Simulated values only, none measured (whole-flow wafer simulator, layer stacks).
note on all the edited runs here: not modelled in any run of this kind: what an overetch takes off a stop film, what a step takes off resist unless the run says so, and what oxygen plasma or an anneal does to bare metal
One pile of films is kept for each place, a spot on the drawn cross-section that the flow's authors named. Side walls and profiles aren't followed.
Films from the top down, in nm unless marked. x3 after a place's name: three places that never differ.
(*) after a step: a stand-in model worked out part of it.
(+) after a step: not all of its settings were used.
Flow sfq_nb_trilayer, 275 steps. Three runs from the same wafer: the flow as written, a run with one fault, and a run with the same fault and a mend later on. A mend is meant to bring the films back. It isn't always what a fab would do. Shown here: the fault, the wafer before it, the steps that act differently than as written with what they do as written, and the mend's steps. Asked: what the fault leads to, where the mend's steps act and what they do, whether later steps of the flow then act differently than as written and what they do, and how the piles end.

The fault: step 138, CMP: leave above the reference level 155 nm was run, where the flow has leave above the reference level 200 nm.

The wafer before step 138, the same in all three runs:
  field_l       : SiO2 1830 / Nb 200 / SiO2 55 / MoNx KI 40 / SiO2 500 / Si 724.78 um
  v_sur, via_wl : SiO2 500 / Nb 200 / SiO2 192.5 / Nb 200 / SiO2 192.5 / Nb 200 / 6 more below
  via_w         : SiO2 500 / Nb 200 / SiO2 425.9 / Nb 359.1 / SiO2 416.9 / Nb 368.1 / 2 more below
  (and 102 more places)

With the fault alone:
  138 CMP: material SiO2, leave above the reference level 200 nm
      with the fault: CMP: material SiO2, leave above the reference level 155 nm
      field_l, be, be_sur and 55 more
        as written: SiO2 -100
        with the fault: SiO2 -145
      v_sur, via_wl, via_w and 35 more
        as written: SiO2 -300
        with the fault: SiO2 -345
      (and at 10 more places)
  Later steps of the flow that act differently than as written (6 more steps differ only slightly, by at most 2% or 0.5 nm, whichever is larger, and aren't shown):
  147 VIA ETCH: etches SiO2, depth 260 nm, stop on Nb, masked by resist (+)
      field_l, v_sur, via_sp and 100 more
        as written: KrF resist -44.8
        with the fault: KrF resist -40
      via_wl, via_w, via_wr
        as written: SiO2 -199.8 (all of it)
        with the fault: SiO2 -154.8 (all of it)
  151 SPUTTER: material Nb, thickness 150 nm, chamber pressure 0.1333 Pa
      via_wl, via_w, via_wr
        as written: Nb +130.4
        with the fault: Nb +135.6
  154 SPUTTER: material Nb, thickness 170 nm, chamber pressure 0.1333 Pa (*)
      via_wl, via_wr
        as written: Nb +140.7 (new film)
        with the fault: Nb +148.5 (new film)
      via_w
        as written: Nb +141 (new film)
        with the fault: Nb +148.8 (new film)
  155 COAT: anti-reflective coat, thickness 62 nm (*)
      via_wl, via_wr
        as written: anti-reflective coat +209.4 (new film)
        with the fault: anti-reflective coat +167 (new film)
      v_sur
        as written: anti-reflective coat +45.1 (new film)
        with the fault: anti-reflective coat +47.1 (new film)
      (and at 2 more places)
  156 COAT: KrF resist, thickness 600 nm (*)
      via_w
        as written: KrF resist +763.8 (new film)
        with the fault: KrF resist +721 (new film)
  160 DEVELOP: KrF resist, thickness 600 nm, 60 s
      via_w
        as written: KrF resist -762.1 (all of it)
        with the fault: KrF resist -719.5 (all of it)
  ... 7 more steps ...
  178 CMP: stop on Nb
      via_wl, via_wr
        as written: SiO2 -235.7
        with the fault: SiO2 -285.9
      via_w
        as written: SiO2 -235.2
        with the fault: SiO2 -285.4
  At the end the piles differ from the flow's by more than 2% or 0.5 nm, whichever is larger, at v_sur, via_wl, via_w and 78 more.
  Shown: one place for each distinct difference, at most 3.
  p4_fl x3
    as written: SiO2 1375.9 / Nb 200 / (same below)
    with the fault: SiO2 1330.9 / Nb 200 / (same below)
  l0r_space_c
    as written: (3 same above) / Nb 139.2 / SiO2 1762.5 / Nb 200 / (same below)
    with the fault: (3 same above) / Nb 139.2 / SiO2 1717.5 / Nb 200 / (same below)
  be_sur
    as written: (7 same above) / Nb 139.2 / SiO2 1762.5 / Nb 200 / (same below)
    with the fault: (7 same above) / Nb 139.2 / SiO2 1717.5 / Nb 200 / (same below)

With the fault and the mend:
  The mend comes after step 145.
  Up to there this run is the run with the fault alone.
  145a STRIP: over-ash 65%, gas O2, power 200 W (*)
      field_l, v_sur, via_sp and 100 more
        KrF resist -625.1 (all of it), anti-reflective coat -62 (all of it)
      via_wl, via_w, via_wr
        anti-reflective coat -62 (all of it)
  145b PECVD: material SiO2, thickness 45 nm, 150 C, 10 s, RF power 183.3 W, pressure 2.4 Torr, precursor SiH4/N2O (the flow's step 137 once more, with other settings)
      field_l, v_sur, via_wl and 103 more
        SiO2 +45
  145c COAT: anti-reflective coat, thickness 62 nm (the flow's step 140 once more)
      field_l, v_sur, via_wl and 103 more
        anti-reflective coat +62 (new film)
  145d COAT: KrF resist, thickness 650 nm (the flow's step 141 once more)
      field_l, v_sur, via_wl and 103 more
        KrF resist +650 (new film)
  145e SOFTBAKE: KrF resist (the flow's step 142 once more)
      changes no film at any place that is followed
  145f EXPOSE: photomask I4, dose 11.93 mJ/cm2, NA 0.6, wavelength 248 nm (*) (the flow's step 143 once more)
      changes no film at any place that is followed
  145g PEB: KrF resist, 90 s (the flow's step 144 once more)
      field_l, v_sur, via_wl and 103 more
        KrF resist -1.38
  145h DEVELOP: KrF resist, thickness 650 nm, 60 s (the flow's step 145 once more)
      field_l, v_sur, via_sp and 100 more
        KrF resist -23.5
      via_wl, via_w, via_wr
        KrF resist -648.6 (all of it)
  No later step of the flow acts differently than as written, at any place that is followed, by more than 2% or 0.5 nm, whichever is larger.
  At the end the piles differ from the flow's only slightly at the places that both follow, by at most 2% or 0.5 nm, whichever is larger.
